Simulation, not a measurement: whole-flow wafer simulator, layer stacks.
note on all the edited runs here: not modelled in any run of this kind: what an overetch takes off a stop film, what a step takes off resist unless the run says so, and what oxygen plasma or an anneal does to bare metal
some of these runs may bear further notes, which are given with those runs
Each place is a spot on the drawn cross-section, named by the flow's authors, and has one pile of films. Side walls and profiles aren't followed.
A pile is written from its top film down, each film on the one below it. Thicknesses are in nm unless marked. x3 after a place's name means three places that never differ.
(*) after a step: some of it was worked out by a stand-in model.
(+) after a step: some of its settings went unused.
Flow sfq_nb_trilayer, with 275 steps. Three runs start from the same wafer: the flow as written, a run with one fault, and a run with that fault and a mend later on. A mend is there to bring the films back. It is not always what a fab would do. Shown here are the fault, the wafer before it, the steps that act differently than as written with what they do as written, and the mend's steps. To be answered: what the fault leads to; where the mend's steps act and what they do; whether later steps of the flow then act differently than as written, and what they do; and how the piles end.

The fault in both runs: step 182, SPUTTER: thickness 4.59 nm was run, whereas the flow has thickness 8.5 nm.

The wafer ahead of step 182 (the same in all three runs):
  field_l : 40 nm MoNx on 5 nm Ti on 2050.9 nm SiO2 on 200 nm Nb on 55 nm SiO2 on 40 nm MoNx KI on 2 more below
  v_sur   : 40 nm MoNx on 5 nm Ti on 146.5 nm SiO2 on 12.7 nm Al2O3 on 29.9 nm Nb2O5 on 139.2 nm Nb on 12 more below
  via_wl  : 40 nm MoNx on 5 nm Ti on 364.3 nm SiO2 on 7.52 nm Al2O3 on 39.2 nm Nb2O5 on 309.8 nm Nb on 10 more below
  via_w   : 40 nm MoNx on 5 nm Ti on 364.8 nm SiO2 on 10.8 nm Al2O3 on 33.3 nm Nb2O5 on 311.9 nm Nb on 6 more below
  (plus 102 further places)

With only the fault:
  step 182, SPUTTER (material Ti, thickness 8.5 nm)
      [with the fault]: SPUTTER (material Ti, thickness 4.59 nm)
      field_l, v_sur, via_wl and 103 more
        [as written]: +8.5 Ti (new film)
        [with the fault]: +4.59 Ti (new film)
  Later steps of the flow acting differently than as written (12 other steps are not shown; they differ only slightly, by no more than 2% or 0.5 nm, whichever is larger):
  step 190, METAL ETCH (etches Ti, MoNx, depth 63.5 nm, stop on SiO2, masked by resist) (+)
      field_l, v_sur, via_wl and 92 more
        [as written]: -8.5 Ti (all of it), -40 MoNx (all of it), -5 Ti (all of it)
        [with the fault]: -4.59 Ti (all of it), -40 MoNx (all of it), -5 Ti (all of it)
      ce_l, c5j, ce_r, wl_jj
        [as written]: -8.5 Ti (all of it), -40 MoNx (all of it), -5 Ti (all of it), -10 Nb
        [with the fault]: -4.59 Ti (all of it), -40 MoNx (all of it), -5 Ti (all of it), -13.9 Nb
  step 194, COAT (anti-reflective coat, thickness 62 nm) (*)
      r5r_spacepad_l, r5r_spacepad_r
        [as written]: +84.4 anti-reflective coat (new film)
        [with the fault]: +82.7 anti-reflective coat (new film)
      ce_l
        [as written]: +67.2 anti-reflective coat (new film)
        [with the fault]: +68.9 anti-reflective coat (new film)
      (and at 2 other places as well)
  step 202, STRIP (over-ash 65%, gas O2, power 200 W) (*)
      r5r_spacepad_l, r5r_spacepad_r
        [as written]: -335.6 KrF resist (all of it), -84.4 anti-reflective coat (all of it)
        [with the fault]: -335.5 KrF resist (all of it), -82.7 anti-reflective coat (all of it)
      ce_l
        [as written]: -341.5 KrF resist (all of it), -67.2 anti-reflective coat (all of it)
        [with the fault]: -342.5 KrF resist (all of it), -68.9 anti-reflective coat (all of it)
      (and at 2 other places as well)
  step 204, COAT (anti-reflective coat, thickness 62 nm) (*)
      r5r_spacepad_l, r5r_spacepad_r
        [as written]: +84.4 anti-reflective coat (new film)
        [with the fault]: +82.7 anti-reflective coat (new film)
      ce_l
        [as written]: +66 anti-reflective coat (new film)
        [with the fault]: +67.7 anti-reflective coat (new film)
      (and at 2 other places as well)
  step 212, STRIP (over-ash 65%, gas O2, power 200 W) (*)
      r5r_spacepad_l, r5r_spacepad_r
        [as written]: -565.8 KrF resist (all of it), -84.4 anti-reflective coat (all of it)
        [with the fault]: -565.3 KrF resist (all of it), -82.7 anti-reflective coat (all of it)
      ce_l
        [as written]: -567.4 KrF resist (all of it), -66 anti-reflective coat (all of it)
        [with the fault]: -568.2 KrF resist (all of it), -67.7 anti-reflective coat (all of it)
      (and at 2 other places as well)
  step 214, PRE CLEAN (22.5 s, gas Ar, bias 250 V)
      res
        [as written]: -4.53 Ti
        [with the fault]: -4.59 Ti (all of it)
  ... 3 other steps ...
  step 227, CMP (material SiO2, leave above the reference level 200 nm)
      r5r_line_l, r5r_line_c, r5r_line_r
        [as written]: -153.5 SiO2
        [with the fault]: -149.6 SiO2
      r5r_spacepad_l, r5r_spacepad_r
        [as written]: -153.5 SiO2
        [with the fault]: -147.1 SiO2
  By the end, the piles at ce_l, ce_r, be_r and 7 more depart from the flow's by more than 2% or 0.5 nm, whichever is larger.
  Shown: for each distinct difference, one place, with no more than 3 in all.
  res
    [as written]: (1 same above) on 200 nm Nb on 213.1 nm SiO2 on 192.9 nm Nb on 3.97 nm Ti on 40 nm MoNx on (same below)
    [with the fault]: (1 same above) on 200 nm Nb on 217.1 nm SiO2 on 192.9 nm Nb on 40 nm MoNx on (same below)
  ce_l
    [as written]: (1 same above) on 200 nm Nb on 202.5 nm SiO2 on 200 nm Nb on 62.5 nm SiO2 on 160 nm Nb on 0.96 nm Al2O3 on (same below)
    [with the fault]: (1 same above) on 200 nm Nb on 206.4 nm SiO2 on 200 nm Nb on 62.5 nm SiO2 on 156.1 nm Nb on 0.96 nm Al2O3 on (same below)
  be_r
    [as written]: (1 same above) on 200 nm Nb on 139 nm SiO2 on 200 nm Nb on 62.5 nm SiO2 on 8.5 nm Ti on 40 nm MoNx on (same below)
    [with the fault]: (1 same above) on 200 nm Nb on 142.9 nm SiO2 on 200 nm Nb on 62.5 nm SiO2 on 4.59 nm Ti on 40 nm MoNx on (same below)

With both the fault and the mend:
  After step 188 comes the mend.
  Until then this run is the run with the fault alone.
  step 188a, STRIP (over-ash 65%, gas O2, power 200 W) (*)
      field_l, v_sur, via_wl and 96 more
        -62 anti-reflective coat (all of it)
      be_r, r_sur, res, r_end, r5r_line_l, r5r_line_c, r5r_line_r
        -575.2 KrF resist (all of it), -62 anti-reflective coat (all of it)
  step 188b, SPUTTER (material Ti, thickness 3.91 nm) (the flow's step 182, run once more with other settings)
      field_l, v_sur, via_wl and 103 more
        +3.91 Ti
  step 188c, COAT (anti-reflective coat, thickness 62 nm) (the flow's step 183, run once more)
      field_l, v_sur, via_wl and 103 more
        +62 anti-reflective coat (new film)
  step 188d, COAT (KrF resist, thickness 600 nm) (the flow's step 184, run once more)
      field_l, v_sur, via_wl and 103 more
        +600 KrF resist (new film)
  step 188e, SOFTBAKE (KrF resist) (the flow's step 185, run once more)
      does not change any film at any place that is followed
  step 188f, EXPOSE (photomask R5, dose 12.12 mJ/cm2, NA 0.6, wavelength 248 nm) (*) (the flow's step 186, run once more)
      does not change any film at any place that is followed
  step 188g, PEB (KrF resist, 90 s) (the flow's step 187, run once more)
      field_l, v_sur, via_wl and 103 more
        -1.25 KrF resist
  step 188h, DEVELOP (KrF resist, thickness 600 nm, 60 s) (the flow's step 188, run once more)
      field_l, v_sur, via_wl and 96 more
        -598.7 KrF resist (all of it)
      be_r, r_sur, res, r_end, r5r_line_l, r5r_line_c, r5r_line_r
        -23.5 KrF resist
  Every later step of the flow that is run acts as written at every place that is followed.
  By the end, the piles equal the flow's at every place that both follow.
